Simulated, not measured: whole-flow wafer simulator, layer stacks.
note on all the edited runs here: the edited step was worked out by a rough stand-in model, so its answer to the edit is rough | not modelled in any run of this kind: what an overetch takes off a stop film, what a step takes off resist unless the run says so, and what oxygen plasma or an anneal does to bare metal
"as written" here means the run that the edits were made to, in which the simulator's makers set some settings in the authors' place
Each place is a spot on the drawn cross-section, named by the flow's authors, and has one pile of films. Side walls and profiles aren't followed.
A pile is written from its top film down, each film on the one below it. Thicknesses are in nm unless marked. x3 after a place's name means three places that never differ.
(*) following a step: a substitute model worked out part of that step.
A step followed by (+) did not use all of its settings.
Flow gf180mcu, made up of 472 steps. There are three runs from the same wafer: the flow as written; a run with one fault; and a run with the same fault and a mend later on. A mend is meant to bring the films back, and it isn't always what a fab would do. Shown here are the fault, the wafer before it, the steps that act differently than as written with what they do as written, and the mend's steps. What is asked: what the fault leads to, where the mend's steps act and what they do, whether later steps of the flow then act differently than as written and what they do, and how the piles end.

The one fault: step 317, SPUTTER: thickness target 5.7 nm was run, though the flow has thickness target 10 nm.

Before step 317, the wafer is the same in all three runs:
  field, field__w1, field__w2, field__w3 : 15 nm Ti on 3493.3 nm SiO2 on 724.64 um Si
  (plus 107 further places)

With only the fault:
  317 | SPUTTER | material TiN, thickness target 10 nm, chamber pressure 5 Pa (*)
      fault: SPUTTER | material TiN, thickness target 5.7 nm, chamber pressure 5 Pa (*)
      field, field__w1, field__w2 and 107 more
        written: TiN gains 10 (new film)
        fault: TiN gains 5.7 (new film)
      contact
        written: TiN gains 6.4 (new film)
        fault: TiN gains 3.65 (new film)
  Steps later in the flow that act otherwise than as written (not shown: 1 more step that differs only slightly, by at most 2% or 0.5 nm, whichever is larger):
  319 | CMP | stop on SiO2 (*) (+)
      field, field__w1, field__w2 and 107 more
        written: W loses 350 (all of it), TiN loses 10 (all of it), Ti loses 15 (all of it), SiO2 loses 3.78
        fault: W loses 350 (all of it), TiN loses 5.7 (all of it), Ti loses 15 (all of it), SiO2 loses 3.74
  The piles end different from the flow's at contact by more than 2% or 0.5 nm, whichever is larger.
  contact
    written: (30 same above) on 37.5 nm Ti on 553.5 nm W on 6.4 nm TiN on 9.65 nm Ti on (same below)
    fault: (30 same above) on 37.5 nm Ti on 556.3 nm W on 3.65 nm TiN on 9.65 nm Ti on (same below)

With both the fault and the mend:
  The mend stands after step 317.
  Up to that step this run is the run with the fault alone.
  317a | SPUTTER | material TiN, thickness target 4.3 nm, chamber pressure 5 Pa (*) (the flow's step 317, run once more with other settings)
      field, field__w1, field__w2 and 107 more
        TiN gains 4.3
      contact
        TiN gains 2.75
  None of the later steps of the flow acts differently than as written at any place that is followed.
  By the end, the piles equal the flow's at every place that both follow.
